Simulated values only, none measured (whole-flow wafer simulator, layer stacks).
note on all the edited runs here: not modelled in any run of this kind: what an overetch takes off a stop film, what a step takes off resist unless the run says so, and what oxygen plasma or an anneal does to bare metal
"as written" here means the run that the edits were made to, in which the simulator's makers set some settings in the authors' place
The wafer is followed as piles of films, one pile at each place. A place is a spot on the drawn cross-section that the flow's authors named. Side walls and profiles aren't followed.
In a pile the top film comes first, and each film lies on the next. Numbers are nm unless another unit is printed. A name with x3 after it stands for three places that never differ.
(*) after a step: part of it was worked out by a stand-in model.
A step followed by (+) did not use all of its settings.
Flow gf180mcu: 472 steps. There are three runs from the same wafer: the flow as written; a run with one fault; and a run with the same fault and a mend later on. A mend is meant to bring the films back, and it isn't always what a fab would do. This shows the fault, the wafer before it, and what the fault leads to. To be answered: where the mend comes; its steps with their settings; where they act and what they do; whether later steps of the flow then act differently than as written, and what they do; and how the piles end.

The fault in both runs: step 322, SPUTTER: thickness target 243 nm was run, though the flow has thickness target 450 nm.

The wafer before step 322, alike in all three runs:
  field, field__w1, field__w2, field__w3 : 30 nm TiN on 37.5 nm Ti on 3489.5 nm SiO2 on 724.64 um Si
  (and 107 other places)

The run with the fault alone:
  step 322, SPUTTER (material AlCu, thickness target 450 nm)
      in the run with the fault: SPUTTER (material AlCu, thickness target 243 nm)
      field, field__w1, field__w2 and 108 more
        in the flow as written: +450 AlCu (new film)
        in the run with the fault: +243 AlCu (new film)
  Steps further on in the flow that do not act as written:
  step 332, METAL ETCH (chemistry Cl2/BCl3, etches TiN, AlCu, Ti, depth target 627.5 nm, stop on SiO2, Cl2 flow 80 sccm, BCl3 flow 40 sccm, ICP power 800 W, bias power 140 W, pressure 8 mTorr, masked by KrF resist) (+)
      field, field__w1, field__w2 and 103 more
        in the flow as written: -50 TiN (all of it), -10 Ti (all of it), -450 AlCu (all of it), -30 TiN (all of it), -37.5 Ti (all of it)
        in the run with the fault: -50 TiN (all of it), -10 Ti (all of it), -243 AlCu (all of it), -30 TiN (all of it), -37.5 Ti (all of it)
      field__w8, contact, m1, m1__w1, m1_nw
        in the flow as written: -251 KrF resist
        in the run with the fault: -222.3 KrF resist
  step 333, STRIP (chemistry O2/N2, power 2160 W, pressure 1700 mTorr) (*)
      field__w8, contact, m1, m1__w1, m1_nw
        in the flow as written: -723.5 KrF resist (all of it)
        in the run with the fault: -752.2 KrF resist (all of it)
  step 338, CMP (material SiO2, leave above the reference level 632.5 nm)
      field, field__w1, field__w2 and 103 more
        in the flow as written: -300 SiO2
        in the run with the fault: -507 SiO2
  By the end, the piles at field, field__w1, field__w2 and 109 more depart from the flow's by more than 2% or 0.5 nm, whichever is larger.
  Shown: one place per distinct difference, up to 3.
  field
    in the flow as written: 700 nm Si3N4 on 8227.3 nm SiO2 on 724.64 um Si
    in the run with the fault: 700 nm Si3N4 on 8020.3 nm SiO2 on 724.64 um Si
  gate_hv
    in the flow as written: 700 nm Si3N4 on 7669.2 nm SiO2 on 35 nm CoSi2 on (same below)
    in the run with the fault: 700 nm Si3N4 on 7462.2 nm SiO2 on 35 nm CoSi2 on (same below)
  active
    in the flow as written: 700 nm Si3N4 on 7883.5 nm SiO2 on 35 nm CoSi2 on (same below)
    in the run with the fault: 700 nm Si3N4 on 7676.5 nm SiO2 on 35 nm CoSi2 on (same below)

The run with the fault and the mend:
  The mend stands after step 322.
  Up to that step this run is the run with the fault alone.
  step 322a, SPUTTER (material AlCu, thickness target 207 nm) (the flow's step 322 again, with other settings)
      field, field__w1, field__w2 and 108 more
        +207 AlCu
  None of the later steps of the flow acts differently than as written at any place that is followed.
  The piles end the same as the flow's at every place that both follow.
